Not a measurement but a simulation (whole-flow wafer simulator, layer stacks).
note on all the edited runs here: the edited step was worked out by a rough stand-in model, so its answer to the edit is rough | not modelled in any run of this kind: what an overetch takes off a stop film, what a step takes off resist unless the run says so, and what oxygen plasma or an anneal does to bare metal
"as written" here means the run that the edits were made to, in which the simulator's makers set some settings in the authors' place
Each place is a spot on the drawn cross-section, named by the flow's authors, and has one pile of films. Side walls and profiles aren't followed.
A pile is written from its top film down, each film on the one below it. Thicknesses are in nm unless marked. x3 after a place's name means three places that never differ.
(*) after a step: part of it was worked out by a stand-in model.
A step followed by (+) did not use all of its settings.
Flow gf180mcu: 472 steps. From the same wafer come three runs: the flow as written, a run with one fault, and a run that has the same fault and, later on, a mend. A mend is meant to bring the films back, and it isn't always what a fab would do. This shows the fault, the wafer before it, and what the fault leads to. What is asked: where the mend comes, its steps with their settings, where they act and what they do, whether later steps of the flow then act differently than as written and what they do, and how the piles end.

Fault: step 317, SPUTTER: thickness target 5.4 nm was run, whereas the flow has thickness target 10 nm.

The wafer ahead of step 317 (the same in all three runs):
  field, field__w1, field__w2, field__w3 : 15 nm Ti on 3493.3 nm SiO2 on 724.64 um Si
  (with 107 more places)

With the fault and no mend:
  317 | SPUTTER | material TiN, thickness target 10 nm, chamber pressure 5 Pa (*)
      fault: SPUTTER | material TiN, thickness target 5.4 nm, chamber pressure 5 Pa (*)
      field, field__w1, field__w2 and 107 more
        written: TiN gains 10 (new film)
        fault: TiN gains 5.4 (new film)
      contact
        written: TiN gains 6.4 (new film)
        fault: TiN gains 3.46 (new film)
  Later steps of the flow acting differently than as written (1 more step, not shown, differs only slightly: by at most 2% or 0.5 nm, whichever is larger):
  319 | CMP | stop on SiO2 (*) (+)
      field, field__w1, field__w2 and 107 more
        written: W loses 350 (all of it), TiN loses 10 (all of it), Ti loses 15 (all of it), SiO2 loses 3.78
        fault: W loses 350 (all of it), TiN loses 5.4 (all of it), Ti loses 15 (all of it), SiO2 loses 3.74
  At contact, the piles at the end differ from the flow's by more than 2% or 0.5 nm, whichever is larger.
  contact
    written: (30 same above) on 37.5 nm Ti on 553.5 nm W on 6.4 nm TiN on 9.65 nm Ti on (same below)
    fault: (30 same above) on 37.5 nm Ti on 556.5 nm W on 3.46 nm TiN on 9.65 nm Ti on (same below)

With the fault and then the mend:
  The mend follows step 317.
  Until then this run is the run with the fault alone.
  317a | SPUTTER | material TiN, thickness target 4.6 nm, chamber pressure 5 Pa (*) (the flow's step 317, run once more with other settings)
      field, field__w1, field__w2 and 107 more
        TiN gains 4.6
      contact
        TiN gains 2.94
  Later steps of the flow that are run all act as written at every place that is followed.
  At every place that both follow, the piles at the end match the flow's.
